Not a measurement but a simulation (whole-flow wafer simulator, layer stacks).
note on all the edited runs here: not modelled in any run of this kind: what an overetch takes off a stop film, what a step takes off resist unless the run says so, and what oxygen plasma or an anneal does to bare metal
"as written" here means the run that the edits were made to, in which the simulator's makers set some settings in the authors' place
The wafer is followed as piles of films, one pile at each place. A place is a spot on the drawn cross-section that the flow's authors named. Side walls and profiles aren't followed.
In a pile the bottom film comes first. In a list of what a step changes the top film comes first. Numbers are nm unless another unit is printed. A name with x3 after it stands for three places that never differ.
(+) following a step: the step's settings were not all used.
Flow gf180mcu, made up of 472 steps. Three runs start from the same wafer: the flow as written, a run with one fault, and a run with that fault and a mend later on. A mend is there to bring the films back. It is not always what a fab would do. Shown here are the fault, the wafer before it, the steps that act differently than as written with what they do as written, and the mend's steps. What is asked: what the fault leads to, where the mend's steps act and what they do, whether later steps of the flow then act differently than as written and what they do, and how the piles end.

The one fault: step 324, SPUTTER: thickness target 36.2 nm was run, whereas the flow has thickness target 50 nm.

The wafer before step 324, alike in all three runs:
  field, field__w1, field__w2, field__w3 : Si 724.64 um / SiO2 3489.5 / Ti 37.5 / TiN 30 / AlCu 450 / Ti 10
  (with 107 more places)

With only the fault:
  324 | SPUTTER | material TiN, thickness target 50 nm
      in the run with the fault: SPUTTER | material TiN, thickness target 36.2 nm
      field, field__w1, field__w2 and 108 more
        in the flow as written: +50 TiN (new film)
        in the run with the fault: +36.2 TiN (new film)
  Steps later in the flow that act otherwise than as written (4 more steps, not shown, differ only slightly: by at most 2% or 0.5 nm, whichever is larger):
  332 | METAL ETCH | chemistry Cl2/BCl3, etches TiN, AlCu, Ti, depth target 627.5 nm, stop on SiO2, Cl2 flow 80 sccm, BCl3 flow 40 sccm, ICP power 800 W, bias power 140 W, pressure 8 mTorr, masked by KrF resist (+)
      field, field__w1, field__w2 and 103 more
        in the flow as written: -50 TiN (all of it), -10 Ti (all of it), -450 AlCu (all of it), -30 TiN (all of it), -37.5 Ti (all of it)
        in the run with the fault: -36.2 TiN (all of it), -10 Ti (all of it), -450 AlCu (all of it), -30 TiN (all of it), -37.5 Ti (all of it)
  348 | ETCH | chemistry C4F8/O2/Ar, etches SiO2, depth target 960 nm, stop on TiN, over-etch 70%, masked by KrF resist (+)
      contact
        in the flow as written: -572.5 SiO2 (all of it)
        in the run with the fault: -586.3 SiO2 (all of it)
  The piles end different from the flow's at field__w8, contact, m1, m1__w1, m1_nw by more than 2% or 0.5 nm, whichever is larger.
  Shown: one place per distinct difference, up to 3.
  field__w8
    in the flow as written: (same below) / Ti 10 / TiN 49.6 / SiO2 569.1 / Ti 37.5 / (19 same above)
    in the run with the fault: (same below) / Ti 10 / TiN 35.8 / SiO2 582.9 / Ti 37.5 / (19 same above)
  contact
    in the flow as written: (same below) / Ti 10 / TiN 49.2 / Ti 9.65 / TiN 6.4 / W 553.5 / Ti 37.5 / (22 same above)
    in the run with the fault: (same below) / Ti 10 / TiN 35.4 / Ti 9.58 / TiN 6.35 / W 567.4 / Ti 37.5 / (22 same above)

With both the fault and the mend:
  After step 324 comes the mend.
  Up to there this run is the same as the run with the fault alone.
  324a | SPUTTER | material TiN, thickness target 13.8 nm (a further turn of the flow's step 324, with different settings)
      field, field__w1, field__w2 and 108 more
        +13.8 TiN
  Later steps of the flow that are run all act as written at every place that is followed.
  The piles end the same as the flow's at every place that both follow.
